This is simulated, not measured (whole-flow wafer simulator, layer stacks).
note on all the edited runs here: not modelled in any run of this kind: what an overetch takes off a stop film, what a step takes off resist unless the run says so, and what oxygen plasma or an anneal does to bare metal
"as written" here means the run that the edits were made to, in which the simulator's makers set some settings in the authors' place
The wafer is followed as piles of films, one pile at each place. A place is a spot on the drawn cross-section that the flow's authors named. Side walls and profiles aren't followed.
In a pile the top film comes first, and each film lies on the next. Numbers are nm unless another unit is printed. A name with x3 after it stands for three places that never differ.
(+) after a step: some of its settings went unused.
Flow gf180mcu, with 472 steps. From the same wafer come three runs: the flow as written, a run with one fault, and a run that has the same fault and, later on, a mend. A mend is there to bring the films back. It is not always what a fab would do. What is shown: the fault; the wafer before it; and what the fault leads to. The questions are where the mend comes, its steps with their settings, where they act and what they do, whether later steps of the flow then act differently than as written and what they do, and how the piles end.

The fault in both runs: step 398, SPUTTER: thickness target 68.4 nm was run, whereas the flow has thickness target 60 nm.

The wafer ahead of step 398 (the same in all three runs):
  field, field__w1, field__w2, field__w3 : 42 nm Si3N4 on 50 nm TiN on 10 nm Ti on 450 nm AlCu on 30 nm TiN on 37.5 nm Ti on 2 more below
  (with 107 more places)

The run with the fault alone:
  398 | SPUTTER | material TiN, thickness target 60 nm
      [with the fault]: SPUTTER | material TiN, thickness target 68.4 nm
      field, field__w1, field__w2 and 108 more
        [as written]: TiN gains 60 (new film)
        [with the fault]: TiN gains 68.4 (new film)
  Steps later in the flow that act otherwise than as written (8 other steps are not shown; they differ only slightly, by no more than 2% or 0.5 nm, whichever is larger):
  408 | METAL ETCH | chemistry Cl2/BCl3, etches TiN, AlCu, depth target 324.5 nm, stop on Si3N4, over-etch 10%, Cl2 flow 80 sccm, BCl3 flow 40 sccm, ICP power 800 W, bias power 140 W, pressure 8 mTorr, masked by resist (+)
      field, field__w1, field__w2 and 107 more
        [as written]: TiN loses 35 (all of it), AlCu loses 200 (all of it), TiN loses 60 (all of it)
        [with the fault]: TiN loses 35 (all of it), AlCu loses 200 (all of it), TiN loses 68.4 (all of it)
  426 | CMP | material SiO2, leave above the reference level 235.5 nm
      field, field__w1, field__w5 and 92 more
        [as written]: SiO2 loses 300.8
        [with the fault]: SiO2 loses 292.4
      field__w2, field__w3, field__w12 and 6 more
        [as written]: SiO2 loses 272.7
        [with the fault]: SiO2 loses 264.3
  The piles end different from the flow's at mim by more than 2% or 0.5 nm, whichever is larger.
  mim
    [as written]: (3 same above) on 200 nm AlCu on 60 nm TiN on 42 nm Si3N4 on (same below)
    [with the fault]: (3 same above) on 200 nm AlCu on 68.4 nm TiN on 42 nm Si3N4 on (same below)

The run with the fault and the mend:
  The mend follows step 398.
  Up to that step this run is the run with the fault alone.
  398a | METAL ETCH | chemistry Cl2/BCl3, etches TiN, AlCu, Ti, depth target 8.4 nm, Cl2 flow 80 sccm, BCl3 flow 40 sccm, ICP power 800 W, bias power 140 W, pressure 8 mTorr (the flow's step 260, run once more with other settings)
      field, field__w1, field__w2 and 108 more
        TiN loses 8.4
  Later steps of the flow that are run all act as written at every place that is followed.
  The piles end the same as the flow's at every place that both follow.
